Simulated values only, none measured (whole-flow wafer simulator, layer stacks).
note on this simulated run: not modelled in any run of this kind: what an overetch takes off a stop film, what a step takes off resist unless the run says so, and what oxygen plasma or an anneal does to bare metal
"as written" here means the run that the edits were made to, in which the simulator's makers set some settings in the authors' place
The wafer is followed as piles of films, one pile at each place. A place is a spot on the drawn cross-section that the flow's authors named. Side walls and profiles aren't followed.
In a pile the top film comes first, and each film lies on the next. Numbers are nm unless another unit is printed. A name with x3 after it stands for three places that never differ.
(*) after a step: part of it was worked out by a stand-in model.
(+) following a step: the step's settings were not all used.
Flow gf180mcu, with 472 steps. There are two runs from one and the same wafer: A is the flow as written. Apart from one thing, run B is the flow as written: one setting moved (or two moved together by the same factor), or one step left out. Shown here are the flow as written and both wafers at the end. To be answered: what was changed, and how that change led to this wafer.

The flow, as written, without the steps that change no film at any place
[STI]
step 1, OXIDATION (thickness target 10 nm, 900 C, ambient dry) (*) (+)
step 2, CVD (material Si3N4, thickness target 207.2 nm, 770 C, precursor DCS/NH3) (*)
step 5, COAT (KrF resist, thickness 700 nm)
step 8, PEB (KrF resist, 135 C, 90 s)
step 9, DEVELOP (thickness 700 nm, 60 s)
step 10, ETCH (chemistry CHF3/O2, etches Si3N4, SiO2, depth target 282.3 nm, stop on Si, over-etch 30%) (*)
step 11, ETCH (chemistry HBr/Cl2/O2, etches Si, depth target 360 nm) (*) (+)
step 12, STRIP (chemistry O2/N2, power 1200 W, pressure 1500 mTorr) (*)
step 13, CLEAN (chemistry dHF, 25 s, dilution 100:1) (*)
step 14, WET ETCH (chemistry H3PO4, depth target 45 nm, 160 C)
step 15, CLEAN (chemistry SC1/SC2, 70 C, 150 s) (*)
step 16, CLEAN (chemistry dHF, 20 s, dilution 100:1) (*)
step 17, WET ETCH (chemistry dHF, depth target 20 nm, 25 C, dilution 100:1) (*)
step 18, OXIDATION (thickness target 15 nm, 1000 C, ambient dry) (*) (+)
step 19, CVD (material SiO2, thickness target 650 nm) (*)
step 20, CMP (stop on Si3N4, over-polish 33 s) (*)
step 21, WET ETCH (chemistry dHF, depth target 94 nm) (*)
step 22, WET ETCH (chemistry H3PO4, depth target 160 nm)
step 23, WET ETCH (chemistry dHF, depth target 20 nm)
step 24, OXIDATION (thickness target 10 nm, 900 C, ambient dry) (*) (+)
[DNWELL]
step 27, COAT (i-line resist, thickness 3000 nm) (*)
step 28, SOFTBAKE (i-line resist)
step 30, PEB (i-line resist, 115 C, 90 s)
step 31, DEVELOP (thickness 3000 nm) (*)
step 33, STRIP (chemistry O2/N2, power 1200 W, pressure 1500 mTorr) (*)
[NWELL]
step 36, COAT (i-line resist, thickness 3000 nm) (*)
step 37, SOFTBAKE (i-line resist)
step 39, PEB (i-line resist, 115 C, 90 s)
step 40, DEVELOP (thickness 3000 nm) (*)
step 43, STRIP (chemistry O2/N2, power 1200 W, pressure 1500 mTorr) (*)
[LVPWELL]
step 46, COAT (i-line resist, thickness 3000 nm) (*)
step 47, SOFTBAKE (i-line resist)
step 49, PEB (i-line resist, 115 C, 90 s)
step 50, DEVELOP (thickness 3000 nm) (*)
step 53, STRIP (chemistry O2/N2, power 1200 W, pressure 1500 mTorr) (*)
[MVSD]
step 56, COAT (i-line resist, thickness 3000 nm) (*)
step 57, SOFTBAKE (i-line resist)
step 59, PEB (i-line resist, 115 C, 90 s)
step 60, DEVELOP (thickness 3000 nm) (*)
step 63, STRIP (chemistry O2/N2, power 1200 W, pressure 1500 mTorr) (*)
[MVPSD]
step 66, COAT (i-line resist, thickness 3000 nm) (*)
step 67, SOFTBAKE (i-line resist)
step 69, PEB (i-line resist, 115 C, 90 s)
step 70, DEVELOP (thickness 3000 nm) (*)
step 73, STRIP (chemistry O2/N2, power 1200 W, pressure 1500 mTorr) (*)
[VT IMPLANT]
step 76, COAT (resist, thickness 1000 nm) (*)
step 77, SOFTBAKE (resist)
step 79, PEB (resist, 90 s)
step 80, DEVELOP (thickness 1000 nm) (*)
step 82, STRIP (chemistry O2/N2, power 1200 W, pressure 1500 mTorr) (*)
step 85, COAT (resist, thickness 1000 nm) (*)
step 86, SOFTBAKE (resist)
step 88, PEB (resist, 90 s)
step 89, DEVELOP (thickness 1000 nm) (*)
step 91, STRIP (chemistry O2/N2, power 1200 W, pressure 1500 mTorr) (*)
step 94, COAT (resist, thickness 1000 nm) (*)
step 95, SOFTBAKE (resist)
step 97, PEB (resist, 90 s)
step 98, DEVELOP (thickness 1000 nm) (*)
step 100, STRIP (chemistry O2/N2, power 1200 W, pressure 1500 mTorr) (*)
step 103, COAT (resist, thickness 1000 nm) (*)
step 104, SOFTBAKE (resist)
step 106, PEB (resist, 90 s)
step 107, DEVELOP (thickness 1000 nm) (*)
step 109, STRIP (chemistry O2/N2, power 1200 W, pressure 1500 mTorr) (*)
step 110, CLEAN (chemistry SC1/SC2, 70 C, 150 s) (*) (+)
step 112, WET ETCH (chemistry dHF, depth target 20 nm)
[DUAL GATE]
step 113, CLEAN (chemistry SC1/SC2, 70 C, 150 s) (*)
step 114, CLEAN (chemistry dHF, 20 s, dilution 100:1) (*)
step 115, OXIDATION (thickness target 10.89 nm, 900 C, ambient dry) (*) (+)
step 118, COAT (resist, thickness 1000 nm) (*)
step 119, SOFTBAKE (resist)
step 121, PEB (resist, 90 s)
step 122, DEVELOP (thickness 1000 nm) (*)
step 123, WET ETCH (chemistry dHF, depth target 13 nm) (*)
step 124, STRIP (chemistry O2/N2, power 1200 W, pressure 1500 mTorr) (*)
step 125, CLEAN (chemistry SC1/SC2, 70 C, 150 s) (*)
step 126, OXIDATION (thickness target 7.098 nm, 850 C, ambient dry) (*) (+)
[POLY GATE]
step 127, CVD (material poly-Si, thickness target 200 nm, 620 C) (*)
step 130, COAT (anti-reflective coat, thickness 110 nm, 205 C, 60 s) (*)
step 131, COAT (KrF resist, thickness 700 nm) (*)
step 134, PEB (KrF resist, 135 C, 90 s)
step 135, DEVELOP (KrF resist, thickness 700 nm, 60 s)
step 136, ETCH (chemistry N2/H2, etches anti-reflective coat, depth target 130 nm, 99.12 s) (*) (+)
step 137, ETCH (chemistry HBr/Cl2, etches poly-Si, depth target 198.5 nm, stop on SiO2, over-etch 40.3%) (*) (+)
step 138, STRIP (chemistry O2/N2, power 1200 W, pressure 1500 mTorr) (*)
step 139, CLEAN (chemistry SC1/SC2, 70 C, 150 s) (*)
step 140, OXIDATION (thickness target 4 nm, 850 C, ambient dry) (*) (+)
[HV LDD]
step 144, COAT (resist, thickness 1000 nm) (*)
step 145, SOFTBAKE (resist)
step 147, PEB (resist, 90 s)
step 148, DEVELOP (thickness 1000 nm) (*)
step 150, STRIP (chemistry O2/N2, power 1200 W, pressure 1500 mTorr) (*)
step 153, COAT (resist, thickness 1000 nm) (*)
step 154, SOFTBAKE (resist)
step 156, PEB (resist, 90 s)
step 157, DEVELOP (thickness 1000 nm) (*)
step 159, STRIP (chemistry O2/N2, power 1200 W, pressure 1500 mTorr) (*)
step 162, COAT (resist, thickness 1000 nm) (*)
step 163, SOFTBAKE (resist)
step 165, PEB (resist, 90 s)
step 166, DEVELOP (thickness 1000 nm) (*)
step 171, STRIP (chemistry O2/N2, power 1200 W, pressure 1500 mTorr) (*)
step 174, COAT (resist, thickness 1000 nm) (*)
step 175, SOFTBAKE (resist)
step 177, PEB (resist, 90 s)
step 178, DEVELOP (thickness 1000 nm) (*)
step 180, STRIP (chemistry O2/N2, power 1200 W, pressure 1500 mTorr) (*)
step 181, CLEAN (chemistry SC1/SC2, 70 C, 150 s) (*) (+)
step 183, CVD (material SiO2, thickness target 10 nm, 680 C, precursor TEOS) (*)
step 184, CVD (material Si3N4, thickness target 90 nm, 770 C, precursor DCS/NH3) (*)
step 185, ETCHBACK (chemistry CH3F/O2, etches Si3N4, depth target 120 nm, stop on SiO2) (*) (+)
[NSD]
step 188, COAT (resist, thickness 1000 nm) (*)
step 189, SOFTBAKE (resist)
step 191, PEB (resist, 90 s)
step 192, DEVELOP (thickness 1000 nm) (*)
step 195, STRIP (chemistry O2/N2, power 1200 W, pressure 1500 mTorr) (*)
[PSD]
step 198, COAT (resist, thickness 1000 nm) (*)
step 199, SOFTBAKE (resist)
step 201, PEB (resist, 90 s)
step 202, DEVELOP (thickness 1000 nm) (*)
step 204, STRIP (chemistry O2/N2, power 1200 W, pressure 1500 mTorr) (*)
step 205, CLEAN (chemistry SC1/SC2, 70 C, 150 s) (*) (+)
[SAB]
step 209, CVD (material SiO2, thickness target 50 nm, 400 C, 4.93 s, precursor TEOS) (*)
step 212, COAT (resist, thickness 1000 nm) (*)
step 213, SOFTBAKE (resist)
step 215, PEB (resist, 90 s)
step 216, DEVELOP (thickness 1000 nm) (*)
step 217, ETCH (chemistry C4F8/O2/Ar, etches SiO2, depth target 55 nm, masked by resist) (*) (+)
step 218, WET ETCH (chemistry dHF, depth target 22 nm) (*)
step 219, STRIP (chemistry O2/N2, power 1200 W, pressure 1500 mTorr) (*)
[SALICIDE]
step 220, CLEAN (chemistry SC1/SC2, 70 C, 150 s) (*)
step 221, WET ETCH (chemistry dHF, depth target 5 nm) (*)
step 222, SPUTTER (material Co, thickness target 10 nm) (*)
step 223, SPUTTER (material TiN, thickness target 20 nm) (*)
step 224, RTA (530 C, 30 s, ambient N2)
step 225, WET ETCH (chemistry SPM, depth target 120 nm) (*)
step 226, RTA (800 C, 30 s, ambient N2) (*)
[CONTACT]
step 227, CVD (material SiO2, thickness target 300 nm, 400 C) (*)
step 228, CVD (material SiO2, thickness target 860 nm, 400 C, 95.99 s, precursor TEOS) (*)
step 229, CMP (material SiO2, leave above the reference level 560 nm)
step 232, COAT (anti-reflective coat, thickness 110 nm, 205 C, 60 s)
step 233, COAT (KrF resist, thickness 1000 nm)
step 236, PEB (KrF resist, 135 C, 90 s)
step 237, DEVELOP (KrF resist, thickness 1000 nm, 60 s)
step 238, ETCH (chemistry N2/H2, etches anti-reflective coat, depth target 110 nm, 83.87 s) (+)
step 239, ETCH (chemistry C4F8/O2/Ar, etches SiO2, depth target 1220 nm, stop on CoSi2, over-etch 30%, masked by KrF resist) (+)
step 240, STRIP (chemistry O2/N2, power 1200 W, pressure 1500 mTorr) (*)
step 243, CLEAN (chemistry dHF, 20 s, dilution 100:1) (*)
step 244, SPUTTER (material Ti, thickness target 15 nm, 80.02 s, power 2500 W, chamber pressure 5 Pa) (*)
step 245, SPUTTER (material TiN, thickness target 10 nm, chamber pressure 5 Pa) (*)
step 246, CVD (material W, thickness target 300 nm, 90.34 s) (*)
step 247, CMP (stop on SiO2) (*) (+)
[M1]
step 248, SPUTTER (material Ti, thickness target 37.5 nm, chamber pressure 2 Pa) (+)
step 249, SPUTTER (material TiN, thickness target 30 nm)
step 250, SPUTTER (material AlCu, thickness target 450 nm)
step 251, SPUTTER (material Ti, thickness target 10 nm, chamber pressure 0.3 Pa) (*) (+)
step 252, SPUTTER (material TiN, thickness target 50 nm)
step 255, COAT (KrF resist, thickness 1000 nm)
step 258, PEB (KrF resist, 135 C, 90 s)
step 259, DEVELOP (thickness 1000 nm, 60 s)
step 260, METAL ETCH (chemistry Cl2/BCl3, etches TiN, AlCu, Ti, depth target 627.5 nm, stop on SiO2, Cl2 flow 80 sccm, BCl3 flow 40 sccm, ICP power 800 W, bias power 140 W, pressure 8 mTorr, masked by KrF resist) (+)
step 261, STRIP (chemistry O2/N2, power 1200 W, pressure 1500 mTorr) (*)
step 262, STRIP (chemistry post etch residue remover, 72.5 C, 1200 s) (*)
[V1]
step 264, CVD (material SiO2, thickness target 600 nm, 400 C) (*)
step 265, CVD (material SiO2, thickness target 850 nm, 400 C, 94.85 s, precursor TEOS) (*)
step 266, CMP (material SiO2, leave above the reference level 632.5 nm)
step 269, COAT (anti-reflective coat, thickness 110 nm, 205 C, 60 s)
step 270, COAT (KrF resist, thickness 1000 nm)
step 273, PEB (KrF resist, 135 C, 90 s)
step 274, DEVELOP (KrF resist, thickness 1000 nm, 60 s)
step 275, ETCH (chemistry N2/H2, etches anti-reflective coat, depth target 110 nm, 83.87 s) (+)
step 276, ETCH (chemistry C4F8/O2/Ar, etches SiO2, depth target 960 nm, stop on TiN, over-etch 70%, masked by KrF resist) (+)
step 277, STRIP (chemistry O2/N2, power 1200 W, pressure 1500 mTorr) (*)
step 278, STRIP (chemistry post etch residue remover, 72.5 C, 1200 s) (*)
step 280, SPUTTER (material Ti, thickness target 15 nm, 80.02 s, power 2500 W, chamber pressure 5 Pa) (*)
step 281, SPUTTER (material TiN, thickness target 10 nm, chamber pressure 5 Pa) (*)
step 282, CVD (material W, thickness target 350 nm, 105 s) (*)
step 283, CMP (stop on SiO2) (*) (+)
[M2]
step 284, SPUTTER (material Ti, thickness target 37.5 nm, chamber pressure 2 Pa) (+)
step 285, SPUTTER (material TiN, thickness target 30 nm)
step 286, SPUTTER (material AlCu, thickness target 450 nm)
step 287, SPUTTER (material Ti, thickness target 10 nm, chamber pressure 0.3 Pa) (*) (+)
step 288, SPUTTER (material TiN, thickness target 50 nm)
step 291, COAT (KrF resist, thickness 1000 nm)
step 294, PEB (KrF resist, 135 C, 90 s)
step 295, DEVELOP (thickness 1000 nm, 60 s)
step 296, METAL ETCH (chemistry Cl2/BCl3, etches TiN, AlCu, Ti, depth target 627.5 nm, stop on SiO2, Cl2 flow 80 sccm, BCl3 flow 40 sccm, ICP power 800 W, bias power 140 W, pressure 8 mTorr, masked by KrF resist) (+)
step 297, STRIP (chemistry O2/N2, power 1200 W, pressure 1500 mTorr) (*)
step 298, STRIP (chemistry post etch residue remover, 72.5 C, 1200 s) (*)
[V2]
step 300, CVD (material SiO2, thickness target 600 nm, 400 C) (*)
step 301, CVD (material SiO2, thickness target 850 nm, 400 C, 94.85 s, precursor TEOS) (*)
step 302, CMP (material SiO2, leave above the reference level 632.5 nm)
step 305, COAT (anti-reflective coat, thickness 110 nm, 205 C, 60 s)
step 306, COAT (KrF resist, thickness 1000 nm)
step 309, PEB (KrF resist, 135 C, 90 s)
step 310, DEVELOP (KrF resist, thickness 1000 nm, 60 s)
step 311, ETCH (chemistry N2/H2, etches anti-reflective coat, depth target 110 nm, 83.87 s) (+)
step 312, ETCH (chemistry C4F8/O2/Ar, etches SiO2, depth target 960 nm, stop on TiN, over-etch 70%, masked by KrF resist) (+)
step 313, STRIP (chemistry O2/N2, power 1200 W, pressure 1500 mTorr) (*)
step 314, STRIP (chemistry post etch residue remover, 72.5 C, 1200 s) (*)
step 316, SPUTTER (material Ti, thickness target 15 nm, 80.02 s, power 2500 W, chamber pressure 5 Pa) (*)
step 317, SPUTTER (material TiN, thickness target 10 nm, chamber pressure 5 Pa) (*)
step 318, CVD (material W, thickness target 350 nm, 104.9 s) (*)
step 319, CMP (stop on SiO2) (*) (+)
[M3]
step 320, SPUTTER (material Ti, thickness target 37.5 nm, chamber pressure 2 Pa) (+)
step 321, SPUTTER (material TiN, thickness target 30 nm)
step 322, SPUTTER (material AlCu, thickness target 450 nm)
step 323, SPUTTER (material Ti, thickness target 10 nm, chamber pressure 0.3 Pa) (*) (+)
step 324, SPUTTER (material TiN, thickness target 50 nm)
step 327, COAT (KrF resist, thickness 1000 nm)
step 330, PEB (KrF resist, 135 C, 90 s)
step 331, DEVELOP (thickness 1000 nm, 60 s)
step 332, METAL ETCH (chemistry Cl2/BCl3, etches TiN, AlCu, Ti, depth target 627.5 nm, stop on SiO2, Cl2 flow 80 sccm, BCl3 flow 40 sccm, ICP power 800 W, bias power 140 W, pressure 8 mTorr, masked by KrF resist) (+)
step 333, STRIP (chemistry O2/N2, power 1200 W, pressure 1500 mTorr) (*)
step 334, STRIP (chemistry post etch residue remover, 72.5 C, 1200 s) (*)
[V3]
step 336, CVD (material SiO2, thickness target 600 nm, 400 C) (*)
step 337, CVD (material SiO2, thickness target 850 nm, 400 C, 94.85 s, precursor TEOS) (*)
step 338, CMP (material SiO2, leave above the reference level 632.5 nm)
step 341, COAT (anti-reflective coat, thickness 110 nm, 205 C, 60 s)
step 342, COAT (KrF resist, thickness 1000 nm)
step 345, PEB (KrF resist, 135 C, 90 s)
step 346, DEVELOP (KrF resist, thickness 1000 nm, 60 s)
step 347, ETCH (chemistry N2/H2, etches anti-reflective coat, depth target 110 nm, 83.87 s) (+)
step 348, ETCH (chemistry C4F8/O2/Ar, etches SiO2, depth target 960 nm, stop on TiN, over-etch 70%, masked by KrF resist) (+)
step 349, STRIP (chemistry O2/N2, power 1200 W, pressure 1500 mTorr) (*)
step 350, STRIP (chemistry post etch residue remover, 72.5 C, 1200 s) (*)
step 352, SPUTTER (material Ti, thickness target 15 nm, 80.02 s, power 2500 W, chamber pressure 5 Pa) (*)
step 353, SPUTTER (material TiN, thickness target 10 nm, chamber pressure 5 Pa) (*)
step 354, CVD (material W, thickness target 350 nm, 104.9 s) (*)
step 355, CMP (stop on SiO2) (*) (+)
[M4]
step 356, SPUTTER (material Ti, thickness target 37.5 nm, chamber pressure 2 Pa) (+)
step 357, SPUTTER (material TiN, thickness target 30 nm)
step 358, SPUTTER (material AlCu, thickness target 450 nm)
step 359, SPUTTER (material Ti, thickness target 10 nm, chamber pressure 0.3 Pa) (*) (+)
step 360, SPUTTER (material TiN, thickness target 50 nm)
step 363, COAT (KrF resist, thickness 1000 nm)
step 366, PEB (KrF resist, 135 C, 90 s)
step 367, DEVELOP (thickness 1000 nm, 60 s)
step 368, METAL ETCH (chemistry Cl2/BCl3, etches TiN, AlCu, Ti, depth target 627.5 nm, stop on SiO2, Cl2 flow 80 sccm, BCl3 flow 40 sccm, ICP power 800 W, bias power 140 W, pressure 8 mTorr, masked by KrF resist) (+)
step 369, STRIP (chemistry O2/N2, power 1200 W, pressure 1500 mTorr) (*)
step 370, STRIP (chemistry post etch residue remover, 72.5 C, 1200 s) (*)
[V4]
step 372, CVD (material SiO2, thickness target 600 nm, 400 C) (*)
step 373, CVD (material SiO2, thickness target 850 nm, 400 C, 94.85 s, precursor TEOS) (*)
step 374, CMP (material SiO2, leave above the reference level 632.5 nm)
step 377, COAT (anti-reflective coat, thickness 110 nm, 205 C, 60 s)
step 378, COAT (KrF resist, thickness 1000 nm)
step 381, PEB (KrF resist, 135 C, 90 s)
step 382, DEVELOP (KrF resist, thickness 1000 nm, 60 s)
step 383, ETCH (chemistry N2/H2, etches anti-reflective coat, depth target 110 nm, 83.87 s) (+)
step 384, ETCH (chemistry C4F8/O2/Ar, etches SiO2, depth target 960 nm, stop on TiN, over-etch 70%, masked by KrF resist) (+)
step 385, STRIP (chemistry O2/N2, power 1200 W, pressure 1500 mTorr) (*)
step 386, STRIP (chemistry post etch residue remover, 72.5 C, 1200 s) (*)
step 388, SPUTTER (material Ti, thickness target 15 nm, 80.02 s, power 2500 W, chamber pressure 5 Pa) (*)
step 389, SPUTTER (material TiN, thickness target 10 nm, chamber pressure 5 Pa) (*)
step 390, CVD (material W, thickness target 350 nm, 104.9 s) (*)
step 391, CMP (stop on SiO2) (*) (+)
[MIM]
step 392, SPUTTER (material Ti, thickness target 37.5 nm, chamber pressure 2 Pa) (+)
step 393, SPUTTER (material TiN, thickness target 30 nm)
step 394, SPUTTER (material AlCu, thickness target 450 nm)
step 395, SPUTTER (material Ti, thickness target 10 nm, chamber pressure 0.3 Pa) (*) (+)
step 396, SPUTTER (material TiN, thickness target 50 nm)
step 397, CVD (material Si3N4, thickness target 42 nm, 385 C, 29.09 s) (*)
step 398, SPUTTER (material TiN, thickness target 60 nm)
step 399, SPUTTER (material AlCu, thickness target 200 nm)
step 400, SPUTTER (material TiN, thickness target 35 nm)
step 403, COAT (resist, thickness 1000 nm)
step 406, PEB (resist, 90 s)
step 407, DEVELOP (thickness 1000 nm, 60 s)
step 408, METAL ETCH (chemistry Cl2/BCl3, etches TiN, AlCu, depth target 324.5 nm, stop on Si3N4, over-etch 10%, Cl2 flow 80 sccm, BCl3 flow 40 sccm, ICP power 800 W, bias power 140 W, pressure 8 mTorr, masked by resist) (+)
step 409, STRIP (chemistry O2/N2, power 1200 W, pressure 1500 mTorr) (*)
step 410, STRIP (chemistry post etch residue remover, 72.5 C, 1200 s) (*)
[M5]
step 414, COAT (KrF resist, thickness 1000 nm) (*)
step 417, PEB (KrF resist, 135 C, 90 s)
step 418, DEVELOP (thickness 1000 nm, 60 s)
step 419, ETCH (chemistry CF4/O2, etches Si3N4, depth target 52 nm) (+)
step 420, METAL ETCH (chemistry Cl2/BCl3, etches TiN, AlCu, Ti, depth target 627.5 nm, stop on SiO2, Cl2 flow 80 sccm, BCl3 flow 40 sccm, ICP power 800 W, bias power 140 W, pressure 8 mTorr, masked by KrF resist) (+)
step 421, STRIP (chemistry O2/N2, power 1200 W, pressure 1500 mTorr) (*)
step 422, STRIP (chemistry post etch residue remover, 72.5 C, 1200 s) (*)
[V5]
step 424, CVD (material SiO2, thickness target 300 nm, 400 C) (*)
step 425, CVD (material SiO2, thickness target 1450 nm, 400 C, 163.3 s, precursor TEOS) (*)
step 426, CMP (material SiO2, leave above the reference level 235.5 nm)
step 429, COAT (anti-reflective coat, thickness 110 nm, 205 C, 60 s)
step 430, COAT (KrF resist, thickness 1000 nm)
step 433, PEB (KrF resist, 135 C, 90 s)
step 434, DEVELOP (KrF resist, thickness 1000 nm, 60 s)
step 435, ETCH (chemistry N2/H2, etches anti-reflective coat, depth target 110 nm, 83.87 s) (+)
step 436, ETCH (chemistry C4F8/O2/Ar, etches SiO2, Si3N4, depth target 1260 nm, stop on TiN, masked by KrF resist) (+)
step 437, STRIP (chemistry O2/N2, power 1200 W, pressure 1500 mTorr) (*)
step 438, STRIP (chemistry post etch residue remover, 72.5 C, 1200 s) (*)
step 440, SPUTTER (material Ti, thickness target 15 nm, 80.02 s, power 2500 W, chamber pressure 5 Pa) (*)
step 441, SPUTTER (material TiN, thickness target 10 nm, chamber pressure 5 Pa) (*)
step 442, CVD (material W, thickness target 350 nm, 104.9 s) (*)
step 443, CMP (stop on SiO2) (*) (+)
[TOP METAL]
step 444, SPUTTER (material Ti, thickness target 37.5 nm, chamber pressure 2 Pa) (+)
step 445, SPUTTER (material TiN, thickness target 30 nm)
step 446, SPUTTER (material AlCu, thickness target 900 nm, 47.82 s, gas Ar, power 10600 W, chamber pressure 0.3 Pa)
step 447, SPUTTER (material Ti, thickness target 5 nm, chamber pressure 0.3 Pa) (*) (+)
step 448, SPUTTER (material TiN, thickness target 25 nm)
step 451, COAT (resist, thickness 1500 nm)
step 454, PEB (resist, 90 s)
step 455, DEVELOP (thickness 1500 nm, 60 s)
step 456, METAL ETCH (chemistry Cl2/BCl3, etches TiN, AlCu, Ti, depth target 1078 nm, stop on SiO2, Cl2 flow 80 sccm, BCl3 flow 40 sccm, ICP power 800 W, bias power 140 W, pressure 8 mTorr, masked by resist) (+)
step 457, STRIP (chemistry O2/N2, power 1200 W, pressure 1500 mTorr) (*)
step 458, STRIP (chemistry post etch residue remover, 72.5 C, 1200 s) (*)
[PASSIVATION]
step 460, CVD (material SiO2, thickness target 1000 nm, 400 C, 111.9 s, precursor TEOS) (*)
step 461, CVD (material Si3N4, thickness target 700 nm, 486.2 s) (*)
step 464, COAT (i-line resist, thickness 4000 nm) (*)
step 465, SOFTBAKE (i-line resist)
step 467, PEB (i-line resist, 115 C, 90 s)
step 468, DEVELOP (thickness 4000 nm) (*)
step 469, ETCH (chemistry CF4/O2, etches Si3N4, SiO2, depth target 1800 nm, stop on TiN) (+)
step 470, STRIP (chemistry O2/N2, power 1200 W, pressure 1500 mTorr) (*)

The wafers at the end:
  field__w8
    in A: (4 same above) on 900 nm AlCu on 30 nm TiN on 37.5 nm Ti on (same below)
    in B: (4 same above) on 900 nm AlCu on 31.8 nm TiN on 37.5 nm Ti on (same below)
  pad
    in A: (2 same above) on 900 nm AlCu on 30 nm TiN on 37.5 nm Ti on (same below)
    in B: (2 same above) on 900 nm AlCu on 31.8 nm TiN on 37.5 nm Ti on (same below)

The reason: step 445, SPUTTER: thickness target 31.8 nm was run, though the flow has thickness target 30 nm.
One can read it off the wafer: field__w8 has TiN 31.8, and step 445 as written asks for 30 nm.

How this came from the change, step by step:
  step 445, SPUTTER (material TiN, thickness target 30 nm)
      field, field__w1, field__w2 and 109 more: A TiN gains 30 (new film) | B TiN gains 31.8 (new film)
  step 456, METAL ETCH (chemistry Cl2/BCl3, etches TiN, AlCu, Ti, depth target 1078 nm, stop on SiO2, Cl2 flow 80 sccm, BCl3 flow 40 sccm, ICP power 800 W, bias power 140 W, pressure 8 mTorr, masked by resist) (+)
      field, field__w1, field__w2 and 103 more: A TiN loses 25 (all of it), Ti loses 5 (all of it), AlCu loses 900 (all of it), TiN loses 30 (all of it), Ti loses 37.5 (all of it) | B TiN loses 25 (all of it), Ti loses 5 (all of it), AlCu loses 900 (all of it), TiN loses 31.8 (all of it), Ti loses 37.5 (all of it)
